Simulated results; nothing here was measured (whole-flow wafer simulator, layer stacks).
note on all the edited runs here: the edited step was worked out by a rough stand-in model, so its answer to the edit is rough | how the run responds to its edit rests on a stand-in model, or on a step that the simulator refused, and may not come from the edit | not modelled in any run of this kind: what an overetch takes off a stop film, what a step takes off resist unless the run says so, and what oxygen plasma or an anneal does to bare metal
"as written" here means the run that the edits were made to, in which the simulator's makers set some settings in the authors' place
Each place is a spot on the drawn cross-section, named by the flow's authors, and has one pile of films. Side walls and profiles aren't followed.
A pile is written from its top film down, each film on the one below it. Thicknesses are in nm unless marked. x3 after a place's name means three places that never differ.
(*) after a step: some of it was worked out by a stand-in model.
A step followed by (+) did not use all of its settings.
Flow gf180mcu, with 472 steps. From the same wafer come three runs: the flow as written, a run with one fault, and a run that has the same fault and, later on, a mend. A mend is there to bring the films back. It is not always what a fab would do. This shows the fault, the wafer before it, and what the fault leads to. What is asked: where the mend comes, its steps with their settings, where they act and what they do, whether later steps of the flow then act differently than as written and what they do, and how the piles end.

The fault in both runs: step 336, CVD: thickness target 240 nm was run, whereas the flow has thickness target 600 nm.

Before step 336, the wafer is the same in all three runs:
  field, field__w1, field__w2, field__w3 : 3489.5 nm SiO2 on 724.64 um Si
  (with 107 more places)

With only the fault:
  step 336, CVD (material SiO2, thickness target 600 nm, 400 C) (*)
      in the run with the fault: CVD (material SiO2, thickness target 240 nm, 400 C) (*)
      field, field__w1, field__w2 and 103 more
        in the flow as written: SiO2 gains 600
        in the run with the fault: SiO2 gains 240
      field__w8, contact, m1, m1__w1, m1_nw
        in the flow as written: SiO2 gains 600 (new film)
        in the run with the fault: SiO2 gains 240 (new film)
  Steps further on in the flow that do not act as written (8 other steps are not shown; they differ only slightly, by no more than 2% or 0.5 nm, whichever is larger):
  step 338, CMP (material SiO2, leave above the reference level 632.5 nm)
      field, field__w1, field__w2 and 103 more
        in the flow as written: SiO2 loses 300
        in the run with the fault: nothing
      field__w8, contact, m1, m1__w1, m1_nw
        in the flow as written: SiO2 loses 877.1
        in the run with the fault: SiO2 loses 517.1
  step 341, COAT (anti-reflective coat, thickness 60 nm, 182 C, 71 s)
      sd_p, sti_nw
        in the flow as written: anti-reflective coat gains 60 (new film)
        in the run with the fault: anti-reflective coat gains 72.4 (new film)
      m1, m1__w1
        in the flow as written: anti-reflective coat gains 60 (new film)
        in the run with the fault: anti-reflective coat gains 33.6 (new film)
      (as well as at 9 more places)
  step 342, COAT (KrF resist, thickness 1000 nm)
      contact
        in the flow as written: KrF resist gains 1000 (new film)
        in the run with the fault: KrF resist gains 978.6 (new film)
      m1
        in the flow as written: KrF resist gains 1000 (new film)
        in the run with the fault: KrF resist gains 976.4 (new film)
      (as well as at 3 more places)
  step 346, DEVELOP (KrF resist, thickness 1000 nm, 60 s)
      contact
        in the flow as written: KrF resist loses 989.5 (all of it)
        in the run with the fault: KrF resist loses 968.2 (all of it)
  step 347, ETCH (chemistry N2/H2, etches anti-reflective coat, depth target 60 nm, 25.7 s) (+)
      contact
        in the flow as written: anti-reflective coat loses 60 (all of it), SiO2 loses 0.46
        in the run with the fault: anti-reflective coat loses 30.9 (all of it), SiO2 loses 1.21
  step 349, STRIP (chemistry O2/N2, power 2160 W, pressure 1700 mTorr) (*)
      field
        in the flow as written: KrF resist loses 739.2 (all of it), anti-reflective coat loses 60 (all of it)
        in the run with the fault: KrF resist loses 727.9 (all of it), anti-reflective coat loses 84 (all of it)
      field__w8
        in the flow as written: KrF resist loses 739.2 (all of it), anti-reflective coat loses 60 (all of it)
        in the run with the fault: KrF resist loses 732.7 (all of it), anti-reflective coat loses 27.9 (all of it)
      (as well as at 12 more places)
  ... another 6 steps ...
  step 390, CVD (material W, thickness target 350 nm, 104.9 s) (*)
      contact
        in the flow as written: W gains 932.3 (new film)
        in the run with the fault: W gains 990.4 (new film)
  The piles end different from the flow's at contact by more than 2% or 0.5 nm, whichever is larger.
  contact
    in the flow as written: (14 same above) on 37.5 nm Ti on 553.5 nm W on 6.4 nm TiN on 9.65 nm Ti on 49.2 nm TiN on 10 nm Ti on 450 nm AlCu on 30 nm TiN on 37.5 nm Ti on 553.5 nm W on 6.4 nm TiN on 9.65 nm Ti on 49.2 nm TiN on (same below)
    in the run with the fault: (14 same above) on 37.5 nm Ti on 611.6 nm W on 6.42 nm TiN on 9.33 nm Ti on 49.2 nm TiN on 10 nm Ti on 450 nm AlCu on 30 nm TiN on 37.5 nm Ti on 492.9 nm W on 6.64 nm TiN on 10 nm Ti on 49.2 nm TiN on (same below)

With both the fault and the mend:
  After step 336 comes the mend.
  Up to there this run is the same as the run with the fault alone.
  step 336a, CVD (material SiO2, thickness target 360 nm, 400 C) (*) (a further turn of the flow's step 336, with different settings)
      field, field__w1, field__w2 and 108 more
        SiO2 gains 360
  None of the later steps of the flow acts differently than as written at any place that is followed.
  The piles end the same as the flow's at every place that both follow.
